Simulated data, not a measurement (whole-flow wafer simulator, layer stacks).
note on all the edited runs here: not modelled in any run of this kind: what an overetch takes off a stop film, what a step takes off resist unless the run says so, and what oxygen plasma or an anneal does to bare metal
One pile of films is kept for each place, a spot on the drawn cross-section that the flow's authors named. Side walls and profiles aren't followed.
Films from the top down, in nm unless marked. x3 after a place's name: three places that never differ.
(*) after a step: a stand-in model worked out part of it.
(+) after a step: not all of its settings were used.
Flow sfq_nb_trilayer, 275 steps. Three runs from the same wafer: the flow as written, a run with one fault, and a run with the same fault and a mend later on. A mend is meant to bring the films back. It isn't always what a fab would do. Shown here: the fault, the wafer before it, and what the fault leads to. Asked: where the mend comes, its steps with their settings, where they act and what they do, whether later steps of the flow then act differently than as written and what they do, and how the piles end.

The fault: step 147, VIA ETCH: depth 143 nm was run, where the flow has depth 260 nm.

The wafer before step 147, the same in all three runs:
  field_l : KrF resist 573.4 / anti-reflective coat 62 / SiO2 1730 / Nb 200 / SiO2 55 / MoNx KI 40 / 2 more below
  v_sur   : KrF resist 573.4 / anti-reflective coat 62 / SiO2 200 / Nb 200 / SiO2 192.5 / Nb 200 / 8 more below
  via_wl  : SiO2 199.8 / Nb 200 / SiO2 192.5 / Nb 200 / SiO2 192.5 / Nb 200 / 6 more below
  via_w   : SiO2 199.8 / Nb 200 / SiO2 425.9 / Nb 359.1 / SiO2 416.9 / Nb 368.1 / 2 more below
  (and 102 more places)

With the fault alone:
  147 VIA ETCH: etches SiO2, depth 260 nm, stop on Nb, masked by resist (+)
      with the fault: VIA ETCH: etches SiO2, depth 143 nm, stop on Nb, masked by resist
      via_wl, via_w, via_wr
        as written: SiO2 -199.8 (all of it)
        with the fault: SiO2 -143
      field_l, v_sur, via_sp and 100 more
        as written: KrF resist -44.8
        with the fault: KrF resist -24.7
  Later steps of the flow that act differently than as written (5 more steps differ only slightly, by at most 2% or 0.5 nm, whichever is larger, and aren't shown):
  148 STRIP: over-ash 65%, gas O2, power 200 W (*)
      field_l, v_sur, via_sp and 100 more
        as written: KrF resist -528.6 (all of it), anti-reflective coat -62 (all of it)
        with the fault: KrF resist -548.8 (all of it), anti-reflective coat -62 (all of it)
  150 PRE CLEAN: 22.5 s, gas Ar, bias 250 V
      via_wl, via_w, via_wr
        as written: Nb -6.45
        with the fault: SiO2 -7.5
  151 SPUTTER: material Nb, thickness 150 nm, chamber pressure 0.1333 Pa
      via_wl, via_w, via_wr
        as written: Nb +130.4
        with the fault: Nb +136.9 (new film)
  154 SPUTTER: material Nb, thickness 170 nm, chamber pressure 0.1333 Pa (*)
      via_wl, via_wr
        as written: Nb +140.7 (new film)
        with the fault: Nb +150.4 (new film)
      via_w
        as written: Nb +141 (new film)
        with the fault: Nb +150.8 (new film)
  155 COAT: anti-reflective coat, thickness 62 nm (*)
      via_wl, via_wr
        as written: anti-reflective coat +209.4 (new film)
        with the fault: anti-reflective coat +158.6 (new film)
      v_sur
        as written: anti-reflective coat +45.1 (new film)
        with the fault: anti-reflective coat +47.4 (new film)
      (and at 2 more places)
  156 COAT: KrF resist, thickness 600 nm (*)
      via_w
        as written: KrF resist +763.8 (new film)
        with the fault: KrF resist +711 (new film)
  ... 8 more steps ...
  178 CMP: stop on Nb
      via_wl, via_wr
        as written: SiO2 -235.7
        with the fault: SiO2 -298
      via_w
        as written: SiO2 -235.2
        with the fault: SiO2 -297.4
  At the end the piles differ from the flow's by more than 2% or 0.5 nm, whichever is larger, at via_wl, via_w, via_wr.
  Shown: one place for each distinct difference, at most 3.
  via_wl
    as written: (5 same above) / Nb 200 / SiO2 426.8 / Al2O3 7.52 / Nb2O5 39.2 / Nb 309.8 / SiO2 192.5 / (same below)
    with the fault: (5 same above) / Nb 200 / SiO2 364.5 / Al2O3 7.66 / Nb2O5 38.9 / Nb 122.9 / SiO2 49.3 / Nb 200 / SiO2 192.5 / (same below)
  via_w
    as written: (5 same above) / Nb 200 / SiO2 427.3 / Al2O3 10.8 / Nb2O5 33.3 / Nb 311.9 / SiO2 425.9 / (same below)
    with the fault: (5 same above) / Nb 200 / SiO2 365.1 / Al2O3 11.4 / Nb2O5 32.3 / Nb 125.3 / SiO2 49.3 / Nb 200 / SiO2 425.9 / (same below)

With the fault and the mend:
  The mend comes after step 147.
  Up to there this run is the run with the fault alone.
  147a VIA ETCH: etches SiO2, depth 117 nm, stop on Nb, masked by resist (+) (the flow's step 147 once more, with other settings)
      field_l, v_sur, via_sp and 100 more
        KrF resist -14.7
      via_wl, via_w, via_wr
        SiO2 -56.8 (all of it)
  No later step of the flow acts differently than as written, at any place that is followed, by more than 2% or 0.5 nm, whichever is larger.
  At the end the piles are the same as the flow's at every place that both follow.
